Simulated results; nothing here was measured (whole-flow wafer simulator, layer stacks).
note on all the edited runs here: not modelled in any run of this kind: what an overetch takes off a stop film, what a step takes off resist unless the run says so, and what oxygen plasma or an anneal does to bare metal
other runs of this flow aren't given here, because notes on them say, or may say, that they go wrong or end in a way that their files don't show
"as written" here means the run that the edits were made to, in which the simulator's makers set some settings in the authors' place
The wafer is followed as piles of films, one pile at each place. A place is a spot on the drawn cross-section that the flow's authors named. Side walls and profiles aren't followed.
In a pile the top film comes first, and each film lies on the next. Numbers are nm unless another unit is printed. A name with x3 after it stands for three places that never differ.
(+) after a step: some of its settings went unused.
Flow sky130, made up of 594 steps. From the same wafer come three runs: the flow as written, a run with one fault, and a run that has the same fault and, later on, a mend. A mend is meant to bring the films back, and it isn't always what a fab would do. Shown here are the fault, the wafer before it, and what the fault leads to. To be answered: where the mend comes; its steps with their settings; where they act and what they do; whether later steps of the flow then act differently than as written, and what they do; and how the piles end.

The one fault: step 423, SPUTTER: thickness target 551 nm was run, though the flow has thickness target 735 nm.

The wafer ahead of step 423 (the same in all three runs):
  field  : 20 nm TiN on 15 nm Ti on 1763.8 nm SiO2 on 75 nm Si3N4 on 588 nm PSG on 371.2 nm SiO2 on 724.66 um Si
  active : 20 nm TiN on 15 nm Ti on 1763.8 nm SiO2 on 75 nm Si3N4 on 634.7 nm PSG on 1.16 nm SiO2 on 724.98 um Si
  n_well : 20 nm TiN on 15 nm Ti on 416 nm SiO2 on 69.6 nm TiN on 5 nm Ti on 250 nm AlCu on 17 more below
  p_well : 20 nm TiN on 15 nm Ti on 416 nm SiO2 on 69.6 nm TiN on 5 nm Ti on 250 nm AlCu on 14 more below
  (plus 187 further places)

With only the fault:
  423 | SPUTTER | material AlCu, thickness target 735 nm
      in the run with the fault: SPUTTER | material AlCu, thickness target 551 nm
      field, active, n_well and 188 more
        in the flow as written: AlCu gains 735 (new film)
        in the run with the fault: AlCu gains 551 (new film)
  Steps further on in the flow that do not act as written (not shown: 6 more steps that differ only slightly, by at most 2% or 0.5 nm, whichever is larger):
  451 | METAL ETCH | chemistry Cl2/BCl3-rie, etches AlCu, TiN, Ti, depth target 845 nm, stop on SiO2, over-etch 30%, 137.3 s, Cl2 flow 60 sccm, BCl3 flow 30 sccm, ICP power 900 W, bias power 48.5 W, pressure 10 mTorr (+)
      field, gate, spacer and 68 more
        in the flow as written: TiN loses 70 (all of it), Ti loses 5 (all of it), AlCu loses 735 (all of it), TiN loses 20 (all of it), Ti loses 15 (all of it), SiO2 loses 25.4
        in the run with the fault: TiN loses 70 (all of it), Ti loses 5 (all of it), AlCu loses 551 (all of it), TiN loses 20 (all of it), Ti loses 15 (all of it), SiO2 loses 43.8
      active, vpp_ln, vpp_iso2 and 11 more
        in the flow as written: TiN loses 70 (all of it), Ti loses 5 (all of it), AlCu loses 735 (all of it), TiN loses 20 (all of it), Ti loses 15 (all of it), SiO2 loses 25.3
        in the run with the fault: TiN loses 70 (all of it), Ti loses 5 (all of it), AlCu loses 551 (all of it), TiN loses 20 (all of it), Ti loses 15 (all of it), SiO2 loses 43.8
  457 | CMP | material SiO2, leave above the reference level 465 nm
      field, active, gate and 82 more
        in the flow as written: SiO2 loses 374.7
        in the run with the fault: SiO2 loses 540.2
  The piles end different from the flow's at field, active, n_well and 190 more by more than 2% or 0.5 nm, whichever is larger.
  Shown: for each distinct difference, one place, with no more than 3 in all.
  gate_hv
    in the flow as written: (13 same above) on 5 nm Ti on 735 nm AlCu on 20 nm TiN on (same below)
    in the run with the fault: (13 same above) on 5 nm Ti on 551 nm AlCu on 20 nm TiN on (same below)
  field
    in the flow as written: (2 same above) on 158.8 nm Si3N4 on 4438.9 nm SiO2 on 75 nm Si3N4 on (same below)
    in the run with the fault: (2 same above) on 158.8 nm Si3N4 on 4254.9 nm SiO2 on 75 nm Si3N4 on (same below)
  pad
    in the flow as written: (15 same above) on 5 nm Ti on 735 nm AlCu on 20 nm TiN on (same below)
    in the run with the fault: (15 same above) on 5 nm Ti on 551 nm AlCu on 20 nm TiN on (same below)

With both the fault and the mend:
  The mend stands after step 423.
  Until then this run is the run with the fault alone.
  423a | SPUTTER | material AlCu, thickness target 184 nm (a further turn of the flow's step 423, with different settings)
      field, active, n_well and 188 more
        AlCu gains 184
  Every later step of the flow that is run acts as written at every place that is followed.
  At every place that both follow, the piles at the end match the flow's.
